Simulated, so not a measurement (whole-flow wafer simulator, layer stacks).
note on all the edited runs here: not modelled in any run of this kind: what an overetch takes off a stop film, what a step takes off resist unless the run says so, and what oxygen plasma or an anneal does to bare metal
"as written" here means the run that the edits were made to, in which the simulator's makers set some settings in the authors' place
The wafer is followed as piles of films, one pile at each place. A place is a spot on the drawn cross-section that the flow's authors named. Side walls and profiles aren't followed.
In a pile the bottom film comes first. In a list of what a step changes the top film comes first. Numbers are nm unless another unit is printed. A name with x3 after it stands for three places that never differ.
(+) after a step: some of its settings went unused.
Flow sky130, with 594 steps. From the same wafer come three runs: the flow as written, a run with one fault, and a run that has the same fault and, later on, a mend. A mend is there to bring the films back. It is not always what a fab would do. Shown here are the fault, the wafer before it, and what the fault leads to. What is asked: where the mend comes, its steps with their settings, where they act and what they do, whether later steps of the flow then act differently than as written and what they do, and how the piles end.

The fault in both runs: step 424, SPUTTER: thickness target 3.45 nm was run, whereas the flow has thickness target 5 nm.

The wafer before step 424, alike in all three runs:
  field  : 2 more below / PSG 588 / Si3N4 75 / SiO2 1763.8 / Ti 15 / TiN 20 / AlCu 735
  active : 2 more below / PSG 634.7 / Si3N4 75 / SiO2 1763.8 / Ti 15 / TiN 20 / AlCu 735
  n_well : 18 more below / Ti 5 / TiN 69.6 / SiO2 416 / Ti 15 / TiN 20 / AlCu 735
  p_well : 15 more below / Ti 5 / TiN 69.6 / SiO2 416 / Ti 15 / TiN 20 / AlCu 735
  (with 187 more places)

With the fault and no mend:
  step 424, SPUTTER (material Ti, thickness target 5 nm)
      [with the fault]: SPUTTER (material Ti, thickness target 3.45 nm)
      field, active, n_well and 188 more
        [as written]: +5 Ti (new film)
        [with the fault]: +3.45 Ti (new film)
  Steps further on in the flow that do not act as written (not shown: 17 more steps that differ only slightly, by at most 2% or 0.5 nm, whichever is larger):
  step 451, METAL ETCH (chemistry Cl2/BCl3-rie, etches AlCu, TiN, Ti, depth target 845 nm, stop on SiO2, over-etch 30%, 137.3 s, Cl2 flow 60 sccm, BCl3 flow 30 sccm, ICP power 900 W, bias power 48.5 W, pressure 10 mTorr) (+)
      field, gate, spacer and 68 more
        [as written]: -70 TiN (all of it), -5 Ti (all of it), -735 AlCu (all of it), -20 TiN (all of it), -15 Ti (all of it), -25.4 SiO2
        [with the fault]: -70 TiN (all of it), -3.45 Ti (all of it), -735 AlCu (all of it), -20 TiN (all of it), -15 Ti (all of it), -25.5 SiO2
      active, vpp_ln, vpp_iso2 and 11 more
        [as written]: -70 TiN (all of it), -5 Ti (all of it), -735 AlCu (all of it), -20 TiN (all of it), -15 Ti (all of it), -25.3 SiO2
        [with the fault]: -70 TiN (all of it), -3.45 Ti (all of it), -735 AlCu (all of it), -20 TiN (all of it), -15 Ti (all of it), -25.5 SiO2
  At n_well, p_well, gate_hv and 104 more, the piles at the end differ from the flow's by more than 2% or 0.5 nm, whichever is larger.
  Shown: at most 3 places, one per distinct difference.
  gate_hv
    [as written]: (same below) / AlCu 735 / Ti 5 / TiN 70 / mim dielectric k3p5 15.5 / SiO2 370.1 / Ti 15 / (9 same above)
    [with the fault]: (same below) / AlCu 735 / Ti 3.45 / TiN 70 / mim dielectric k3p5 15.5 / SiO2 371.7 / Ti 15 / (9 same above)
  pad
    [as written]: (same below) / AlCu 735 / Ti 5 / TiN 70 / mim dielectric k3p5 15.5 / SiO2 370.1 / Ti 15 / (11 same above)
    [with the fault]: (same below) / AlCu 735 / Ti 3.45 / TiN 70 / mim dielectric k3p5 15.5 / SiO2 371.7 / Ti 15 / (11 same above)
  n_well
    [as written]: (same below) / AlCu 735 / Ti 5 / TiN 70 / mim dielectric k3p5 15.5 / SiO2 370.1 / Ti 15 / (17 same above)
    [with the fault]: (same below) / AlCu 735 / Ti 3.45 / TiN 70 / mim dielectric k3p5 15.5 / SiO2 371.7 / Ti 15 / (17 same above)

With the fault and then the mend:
  The mend follows step 424.
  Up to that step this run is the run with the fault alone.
  step 424a, SPUTTER (material Ti, thickness target 1.55 nm) (the flow's step 424 again, with other settings)
      field, active, n_well and 188 more
        +1.55 Ti
  Every later step of the flow that is run acts as written at every place that is followed.
  At every place that both follow, the piles at the end match the flow's.
